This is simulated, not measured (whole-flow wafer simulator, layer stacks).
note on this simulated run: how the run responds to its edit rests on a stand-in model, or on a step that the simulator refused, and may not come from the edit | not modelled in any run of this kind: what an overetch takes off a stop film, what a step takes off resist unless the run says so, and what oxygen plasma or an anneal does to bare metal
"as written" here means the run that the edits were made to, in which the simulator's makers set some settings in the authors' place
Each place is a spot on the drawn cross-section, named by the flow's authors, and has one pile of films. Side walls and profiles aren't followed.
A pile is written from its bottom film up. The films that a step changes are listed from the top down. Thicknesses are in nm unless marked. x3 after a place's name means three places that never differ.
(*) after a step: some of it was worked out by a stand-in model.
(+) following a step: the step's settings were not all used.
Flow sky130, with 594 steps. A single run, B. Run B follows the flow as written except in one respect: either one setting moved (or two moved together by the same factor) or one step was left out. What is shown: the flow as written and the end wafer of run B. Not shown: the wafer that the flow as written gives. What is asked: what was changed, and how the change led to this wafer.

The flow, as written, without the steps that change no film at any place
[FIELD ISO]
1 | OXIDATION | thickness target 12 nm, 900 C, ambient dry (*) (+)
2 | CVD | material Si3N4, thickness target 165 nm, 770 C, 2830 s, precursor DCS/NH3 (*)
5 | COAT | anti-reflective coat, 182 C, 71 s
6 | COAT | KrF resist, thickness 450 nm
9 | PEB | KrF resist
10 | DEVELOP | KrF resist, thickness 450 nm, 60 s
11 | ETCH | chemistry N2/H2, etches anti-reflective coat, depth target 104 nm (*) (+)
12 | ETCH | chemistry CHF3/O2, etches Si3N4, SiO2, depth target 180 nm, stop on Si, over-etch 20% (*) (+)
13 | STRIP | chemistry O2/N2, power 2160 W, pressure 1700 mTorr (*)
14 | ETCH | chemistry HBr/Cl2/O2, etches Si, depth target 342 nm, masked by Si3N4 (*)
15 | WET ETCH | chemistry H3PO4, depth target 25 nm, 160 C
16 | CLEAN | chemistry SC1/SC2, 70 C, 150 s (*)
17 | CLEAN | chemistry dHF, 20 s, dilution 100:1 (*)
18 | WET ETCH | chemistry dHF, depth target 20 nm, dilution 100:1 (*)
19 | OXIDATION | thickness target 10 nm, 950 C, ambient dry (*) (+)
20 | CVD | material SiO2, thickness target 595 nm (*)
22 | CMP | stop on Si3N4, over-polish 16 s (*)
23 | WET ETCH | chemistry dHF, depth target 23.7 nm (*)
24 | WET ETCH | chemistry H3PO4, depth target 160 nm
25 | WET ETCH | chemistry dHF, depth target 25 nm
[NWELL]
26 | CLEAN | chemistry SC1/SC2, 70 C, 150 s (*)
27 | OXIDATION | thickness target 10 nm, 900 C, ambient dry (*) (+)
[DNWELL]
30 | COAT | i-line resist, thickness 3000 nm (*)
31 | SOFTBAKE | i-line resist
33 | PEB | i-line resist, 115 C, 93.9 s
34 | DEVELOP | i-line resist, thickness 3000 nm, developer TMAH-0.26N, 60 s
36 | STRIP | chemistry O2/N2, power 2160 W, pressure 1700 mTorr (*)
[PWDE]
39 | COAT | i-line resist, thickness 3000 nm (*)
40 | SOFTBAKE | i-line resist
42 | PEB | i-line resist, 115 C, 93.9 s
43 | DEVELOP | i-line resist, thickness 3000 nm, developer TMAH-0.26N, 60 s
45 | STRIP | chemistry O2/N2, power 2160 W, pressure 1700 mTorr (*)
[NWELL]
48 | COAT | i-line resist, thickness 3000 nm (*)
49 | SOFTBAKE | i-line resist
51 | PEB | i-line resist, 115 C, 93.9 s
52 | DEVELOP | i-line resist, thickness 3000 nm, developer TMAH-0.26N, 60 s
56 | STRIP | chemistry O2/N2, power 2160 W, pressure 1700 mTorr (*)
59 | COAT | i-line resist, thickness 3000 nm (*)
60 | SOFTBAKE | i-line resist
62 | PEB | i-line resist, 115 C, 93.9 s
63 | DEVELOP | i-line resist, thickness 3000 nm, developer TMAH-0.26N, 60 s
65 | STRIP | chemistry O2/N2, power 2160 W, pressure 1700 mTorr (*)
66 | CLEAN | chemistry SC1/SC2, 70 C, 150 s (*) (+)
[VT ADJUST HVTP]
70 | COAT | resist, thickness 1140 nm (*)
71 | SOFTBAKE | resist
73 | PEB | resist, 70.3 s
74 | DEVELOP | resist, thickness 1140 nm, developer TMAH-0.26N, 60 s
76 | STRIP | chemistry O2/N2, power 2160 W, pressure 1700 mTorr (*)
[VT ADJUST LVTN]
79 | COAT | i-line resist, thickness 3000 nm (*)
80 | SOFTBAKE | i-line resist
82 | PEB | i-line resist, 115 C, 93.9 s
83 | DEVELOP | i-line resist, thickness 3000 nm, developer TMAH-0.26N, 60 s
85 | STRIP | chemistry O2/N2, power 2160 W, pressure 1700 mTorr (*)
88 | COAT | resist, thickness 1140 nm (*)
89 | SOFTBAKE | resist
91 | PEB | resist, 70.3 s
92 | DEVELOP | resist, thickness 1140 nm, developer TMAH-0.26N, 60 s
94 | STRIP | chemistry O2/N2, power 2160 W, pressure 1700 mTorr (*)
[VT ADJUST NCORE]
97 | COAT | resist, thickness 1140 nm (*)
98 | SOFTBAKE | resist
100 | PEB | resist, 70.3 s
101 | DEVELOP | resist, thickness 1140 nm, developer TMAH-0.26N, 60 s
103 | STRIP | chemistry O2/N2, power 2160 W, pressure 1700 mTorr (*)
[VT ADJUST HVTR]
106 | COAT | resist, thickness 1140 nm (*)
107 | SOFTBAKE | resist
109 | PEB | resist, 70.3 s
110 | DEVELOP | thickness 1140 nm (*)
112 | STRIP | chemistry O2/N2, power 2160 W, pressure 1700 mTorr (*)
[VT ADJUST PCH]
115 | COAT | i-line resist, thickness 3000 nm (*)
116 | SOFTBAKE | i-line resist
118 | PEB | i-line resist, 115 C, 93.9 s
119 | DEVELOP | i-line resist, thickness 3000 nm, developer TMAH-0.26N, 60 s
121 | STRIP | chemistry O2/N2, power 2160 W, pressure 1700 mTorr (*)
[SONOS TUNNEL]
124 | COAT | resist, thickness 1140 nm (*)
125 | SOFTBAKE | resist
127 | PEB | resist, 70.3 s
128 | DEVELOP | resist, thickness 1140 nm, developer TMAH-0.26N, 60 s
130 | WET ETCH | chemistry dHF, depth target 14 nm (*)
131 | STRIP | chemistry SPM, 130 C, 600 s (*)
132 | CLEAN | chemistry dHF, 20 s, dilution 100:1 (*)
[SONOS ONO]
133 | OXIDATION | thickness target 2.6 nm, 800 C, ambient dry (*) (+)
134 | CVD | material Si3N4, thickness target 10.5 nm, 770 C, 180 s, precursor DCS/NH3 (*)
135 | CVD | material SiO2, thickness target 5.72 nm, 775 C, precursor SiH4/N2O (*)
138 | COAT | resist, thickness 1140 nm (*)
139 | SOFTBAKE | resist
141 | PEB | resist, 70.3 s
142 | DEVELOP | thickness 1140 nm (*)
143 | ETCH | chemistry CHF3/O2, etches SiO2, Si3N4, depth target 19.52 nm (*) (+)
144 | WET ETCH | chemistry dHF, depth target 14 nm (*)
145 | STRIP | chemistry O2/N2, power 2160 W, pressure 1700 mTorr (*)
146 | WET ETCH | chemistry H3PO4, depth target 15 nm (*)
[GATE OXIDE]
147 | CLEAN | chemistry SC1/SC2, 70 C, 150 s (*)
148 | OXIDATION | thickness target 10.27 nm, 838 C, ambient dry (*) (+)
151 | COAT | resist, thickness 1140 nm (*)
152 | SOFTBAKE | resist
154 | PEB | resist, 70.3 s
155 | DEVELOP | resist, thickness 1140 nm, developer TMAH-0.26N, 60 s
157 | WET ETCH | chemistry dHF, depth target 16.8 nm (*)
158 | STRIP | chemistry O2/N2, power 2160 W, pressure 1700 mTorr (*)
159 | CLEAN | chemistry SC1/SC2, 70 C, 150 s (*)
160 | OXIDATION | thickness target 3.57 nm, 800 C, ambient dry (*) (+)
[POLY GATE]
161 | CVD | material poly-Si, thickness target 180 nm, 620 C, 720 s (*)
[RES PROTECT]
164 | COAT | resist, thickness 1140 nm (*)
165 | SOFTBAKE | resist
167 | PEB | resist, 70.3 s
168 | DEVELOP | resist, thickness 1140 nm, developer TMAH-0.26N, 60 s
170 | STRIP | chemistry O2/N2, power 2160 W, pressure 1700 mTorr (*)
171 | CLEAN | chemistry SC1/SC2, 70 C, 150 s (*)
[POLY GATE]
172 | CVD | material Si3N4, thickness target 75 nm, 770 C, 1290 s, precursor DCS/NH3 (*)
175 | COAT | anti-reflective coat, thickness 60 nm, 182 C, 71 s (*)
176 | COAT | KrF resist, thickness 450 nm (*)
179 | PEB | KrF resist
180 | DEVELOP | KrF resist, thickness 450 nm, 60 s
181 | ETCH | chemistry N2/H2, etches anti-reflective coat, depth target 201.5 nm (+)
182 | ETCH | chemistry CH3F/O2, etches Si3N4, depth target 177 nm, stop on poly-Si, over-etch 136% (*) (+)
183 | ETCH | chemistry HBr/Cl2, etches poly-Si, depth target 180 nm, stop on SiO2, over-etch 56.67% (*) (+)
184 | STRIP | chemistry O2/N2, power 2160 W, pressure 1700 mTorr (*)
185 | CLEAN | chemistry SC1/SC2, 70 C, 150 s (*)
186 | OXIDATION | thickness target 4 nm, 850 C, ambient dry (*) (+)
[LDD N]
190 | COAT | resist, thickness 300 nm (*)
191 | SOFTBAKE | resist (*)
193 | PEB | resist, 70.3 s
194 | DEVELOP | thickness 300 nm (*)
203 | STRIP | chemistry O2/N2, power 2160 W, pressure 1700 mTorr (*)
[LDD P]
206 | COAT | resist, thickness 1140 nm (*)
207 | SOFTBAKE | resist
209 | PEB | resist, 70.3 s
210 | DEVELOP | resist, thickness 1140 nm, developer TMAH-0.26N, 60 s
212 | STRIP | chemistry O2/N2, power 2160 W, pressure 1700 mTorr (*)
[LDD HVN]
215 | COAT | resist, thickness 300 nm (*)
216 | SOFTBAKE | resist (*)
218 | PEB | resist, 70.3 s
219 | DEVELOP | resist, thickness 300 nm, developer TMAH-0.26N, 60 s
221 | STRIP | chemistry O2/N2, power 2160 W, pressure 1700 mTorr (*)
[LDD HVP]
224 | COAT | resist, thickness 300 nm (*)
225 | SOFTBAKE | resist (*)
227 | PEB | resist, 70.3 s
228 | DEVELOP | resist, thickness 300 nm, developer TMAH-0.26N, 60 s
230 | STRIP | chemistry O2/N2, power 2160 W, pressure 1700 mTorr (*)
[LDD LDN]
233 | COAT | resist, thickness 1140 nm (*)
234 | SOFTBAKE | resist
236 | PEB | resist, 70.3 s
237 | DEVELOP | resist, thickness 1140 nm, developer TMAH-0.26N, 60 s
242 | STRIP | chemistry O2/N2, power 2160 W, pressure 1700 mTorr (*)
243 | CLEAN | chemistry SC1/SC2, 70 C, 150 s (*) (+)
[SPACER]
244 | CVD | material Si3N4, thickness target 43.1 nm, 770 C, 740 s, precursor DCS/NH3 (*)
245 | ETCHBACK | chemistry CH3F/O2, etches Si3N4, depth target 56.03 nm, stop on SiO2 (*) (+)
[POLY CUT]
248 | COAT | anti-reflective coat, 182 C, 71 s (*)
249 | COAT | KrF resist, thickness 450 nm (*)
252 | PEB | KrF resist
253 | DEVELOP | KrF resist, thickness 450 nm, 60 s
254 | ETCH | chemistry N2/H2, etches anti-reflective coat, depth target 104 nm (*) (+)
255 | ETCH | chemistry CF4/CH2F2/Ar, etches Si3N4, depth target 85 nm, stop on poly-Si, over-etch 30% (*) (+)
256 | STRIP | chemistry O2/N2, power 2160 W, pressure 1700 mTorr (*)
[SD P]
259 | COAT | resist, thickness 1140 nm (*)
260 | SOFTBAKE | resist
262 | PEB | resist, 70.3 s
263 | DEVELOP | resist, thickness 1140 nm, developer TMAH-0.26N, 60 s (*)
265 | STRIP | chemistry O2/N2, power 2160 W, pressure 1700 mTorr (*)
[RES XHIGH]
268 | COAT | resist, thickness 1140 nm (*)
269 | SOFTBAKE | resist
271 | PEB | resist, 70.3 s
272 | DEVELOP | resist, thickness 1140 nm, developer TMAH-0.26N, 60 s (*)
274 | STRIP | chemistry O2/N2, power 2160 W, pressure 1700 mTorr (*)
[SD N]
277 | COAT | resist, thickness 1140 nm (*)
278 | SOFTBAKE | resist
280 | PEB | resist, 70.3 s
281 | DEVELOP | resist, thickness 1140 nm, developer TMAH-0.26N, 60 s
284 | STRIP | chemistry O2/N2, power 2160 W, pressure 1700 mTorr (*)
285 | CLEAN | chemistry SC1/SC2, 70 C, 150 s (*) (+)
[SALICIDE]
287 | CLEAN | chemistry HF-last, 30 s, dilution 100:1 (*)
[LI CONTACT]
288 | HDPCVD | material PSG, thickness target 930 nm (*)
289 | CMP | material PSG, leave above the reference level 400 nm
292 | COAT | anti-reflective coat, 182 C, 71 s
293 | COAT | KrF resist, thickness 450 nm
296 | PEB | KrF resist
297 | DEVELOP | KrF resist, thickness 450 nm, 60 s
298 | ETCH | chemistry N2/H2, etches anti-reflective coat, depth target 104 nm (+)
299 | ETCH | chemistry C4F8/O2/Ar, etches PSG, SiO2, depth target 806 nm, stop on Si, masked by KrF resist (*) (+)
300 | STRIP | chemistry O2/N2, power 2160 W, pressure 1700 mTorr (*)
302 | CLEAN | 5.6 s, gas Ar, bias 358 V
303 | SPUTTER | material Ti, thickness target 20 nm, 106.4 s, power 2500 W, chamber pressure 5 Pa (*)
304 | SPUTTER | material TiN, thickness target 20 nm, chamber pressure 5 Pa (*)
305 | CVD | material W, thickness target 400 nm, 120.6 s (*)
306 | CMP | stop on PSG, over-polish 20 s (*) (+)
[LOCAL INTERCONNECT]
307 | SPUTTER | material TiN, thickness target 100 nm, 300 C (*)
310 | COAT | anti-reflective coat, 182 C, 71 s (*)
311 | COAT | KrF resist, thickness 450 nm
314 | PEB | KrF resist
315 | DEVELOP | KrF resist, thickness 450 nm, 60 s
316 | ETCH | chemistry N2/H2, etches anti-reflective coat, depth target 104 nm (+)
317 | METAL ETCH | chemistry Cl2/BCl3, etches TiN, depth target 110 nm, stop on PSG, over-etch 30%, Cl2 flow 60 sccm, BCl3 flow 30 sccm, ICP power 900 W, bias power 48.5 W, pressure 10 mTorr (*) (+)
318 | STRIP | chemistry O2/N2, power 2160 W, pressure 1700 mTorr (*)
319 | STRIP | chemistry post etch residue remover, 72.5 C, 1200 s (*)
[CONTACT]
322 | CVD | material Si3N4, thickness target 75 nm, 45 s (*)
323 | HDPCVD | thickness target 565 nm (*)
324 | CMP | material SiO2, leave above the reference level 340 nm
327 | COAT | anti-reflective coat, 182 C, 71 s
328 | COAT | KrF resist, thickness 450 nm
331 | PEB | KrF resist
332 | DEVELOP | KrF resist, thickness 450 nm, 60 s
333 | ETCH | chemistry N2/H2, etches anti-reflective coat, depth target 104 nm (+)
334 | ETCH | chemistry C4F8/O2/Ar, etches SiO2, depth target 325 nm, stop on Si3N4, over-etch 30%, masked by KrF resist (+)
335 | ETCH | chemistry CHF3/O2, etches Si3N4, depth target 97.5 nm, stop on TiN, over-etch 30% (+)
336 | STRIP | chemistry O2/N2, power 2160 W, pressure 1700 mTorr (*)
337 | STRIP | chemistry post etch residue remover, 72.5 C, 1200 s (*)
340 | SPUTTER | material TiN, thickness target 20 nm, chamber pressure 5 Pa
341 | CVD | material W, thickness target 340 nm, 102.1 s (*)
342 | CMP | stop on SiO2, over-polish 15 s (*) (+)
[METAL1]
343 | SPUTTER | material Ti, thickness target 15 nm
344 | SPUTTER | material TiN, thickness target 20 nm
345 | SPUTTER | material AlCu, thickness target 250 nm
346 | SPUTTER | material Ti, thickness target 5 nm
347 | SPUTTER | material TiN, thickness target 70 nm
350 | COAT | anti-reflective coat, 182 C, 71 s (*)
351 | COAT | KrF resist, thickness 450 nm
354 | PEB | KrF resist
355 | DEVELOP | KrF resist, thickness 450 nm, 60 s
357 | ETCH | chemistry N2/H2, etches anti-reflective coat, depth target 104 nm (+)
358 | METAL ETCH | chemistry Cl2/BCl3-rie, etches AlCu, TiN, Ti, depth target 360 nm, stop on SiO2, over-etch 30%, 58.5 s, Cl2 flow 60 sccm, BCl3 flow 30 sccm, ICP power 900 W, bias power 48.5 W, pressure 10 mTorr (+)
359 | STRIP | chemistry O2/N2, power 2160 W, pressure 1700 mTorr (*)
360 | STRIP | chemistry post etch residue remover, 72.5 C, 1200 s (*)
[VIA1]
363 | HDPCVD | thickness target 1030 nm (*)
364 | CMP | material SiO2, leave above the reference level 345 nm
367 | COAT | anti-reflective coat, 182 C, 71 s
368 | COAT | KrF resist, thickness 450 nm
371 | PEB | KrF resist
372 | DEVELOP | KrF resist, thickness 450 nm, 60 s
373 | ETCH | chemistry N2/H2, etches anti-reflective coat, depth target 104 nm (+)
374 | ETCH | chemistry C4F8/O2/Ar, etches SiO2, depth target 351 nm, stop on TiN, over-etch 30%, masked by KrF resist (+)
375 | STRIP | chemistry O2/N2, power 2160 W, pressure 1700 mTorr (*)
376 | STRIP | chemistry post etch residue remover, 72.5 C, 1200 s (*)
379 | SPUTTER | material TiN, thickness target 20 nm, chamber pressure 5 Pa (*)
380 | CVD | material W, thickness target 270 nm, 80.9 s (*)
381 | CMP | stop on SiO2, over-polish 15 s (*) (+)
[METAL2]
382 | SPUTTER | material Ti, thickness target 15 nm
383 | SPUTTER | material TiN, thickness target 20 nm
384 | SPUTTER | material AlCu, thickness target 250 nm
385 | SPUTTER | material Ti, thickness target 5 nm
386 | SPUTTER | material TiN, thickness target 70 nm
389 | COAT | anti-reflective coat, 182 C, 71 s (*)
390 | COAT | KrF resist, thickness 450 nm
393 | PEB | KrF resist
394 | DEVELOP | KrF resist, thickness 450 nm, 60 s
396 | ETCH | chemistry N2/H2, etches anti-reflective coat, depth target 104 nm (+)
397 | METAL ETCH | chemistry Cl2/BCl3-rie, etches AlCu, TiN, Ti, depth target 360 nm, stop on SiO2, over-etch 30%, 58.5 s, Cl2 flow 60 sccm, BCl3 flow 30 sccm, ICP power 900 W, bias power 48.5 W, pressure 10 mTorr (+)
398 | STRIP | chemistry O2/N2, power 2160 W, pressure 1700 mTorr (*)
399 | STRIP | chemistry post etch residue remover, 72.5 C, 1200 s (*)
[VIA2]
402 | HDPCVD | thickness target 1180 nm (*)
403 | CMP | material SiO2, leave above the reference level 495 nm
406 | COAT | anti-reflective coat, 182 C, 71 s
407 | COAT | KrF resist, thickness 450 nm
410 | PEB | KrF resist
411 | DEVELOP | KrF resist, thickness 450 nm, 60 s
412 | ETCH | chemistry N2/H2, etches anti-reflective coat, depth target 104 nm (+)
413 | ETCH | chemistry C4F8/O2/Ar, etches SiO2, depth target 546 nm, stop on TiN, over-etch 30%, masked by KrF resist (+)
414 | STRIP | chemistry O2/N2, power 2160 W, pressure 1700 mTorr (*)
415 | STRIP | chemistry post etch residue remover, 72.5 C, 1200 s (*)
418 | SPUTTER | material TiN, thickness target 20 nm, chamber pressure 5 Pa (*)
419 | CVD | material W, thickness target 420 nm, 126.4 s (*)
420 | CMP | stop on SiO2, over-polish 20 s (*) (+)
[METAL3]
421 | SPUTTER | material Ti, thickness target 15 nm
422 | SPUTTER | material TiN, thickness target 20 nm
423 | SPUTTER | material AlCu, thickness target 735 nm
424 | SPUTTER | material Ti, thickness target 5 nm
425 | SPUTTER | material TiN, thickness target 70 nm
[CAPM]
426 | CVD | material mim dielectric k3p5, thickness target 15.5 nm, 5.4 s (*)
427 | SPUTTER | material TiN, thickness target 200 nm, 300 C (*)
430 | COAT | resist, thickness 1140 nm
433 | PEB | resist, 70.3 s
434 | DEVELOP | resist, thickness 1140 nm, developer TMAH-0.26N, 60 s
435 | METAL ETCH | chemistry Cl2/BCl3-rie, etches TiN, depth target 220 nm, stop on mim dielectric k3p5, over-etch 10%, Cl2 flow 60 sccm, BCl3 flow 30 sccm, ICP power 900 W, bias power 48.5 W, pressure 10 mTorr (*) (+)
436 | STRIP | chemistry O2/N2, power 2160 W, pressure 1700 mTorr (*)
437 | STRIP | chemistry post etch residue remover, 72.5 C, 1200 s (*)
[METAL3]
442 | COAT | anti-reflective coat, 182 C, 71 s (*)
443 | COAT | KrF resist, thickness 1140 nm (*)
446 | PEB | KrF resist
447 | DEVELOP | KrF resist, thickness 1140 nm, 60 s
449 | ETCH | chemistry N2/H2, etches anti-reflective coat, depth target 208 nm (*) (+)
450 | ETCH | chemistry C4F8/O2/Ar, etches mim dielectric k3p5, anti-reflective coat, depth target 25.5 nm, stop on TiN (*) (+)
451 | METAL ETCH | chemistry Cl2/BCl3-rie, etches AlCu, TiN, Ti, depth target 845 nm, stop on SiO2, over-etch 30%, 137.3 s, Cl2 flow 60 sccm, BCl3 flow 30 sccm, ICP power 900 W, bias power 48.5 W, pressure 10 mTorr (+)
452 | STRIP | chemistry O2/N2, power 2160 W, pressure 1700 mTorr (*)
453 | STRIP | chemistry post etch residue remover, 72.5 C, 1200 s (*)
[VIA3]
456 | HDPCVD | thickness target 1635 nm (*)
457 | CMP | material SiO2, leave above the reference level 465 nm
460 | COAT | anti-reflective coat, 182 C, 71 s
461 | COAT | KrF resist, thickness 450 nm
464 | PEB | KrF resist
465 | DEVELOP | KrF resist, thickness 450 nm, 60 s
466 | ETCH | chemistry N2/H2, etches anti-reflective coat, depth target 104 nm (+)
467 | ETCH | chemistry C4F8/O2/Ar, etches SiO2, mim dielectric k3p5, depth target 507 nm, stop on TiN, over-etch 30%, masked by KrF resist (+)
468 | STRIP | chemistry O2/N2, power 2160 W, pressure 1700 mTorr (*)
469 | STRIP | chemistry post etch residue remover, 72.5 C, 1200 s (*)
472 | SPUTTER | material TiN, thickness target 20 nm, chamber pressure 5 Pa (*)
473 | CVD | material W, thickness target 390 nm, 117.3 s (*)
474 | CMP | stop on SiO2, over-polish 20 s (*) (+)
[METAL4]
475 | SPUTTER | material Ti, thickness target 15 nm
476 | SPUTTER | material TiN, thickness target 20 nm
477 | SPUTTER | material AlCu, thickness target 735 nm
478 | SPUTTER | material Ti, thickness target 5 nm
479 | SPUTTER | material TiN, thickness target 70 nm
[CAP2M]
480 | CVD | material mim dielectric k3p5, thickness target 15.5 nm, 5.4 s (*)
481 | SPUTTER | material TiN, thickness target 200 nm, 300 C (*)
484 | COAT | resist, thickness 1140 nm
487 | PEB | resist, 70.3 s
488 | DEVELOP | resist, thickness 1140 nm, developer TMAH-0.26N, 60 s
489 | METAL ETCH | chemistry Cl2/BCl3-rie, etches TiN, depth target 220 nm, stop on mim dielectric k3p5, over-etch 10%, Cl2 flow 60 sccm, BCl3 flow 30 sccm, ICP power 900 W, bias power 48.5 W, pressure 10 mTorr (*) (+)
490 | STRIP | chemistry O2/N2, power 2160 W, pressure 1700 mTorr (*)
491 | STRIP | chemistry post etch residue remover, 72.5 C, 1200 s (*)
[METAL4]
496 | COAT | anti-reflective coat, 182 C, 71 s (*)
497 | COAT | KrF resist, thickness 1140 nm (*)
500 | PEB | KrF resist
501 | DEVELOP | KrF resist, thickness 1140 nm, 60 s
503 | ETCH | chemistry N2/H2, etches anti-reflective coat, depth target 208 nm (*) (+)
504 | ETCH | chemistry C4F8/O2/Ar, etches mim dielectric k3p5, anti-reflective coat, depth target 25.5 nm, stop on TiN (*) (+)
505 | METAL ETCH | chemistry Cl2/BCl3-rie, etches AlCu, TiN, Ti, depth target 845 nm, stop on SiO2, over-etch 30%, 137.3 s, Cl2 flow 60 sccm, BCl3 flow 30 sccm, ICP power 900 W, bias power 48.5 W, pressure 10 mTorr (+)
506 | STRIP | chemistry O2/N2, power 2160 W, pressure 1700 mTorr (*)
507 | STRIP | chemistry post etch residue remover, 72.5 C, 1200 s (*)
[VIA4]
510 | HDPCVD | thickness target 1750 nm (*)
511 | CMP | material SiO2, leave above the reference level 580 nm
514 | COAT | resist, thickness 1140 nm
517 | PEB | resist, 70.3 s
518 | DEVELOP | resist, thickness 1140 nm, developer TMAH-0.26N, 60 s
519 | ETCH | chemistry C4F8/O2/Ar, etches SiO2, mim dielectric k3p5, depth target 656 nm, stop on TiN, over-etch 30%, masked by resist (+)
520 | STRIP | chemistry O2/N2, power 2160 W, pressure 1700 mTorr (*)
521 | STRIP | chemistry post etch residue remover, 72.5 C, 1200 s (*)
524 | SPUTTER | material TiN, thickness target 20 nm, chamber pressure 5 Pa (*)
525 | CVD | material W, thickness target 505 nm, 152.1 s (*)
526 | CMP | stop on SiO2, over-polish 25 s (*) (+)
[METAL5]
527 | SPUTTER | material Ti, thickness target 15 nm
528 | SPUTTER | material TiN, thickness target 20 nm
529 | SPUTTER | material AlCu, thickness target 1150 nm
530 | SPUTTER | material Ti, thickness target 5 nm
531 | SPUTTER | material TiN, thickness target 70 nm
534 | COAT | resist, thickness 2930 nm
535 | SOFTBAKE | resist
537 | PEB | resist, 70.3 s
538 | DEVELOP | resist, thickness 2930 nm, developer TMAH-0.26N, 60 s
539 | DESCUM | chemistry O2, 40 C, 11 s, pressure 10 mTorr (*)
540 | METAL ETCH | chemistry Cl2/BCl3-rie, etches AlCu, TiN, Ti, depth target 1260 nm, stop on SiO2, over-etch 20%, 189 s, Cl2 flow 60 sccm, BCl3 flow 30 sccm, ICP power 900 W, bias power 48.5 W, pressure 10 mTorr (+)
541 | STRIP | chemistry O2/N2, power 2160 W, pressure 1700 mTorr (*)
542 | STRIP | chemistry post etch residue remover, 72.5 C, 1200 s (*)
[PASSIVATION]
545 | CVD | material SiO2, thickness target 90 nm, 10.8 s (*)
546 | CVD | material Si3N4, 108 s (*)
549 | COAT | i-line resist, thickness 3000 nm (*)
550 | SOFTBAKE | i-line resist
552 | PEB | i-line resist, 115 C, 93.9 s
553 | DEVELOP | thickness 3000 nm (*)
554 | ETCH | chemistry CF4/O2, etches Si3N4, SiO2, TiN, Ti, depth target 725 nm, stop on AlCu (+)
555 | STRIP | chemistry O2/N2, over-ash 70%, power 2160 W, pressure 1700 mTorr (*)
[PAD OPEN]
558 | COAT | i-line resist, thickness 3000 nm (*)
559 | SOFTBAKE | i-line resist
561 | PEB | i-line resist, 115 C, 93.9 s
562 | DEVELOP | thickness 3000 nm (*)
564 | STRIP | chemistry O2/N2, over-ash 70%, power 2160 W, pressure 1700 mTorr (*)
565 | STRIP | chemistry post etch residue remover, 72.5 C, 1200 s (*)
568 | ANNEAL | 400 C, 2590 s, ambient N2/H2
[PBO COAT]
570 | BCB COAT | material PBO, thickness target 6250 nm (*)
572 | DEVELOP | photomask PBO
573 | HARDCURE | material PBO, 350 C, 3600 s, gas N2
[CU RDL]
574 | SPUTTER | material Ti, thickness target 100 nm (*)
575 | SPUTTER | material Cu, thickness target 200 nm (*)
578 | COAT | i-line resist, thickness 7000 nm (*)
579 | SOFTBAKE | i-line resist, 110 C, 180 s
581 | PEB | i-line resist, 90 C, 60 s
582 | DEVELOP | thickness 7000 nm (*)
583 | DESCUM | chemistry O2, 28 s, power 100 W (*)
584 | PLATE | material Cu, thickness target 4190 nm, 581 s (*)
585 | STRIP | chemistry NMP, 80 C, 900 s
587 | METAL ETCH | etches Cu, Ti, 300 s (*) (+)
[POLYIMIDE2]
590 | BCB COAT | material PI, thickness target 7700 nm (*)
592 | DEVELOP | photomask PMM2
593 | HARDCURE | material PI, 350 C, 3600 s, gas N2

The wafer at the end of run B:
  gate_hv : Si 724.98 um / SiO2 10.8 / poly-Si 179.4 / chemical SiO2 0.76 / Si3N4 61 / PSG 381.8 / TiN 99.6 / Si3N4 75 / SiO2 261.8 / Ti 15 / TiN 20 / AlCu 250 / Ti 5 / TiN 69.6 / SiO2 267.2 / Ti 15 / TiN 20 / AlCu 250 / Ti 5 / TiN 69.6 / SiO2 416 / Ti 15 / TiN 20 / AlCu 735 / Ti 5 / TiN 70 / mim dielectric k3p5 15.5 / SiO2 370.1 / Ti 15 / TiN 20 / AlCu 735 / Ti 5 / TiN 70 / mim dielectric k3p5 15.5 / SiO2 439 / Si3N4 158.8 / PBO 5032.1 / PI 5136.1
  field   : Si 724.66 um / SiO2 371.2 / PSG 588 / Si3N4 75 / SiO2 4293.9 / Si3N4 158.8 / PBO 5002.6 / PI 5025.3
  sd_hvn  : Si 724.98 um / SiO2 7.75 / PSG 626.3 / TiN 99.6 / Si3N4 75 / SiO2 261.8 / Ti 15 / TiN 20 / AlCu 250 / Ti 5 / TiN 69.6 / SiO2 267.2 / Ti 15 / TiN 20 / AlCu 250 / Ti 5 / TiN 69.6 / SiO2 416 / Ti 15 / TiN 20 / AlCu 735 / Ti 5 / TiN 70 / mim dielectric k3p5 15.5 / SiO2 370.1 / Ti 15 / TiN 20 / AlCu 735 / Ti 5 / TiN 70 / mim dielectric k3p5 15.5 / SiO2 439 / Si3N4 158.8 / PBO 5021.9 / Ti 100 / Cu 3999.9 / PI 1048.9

The reason: step 511, CMP: leave above the reference level 435 nm was run, while the flow as written has leave above the reference level 580 nm.

How this came from the change, step by step:
  511 | CMP | material SiO2, leave above the reference level 580 nm
      n_well, p_well, gate_hv and 99 more: -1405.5 SiO2 (it would be, as written: -1260.5 SiO2)
      field, active, gate and 77 more: -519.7 SiO2 (it would be, as written: -374.7 SiO2)
      (and at 11 other places as well)
  519 | ETCH | chemistry C4F8/O2/Ar, etches SiO2, mim dielectric k3p5, depth target 656 nm, stop on TiN, over-etch 30%, masked by resist (+)
      field, active, n_well and 188 more: -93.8 resist (it would be, as written: -131.2 resist)
      m1: -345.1 SiO2 (all of it), -15.5 mim dielectric k3p5 (all of it) (it would be, as written: -490.1 SiO2 (all of it), -15.5 mim dielectric k3p5 (all of it))
      (and at 1 other place as well)
  520 | STRIP | chemistry O2/N2, power 2160 W, pressure 1700 mTorr (*)
      field, active, n_well and 188 more: -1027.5 resist (all of it) (it would be, as written: -990.1 resist (all of it))
  524 | SPUTTER | material TiN, thickness target 20 nm, chamber pressure 5 Pa (*)
      m1, via4_hole: +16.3 TiN (it would be, as written: +15.3 TiN)
  525 | CVD | material W, thickness target 505 nm, 152.1 s (*)
      m1: +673 W (new film) (it would be, as written: +1015.8 W (new film))
      via4_hole: +674.1 W (new film) (it would be, as written: +1015.2 W (new film))
  526 | CMP | stop on SiO2, over-polish 25 s (*) (+)
      m1: -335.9 W (it would be, as written: -532.7 W)
      via4_hole: -337.6 W (it would be, as written: -532.7 W)
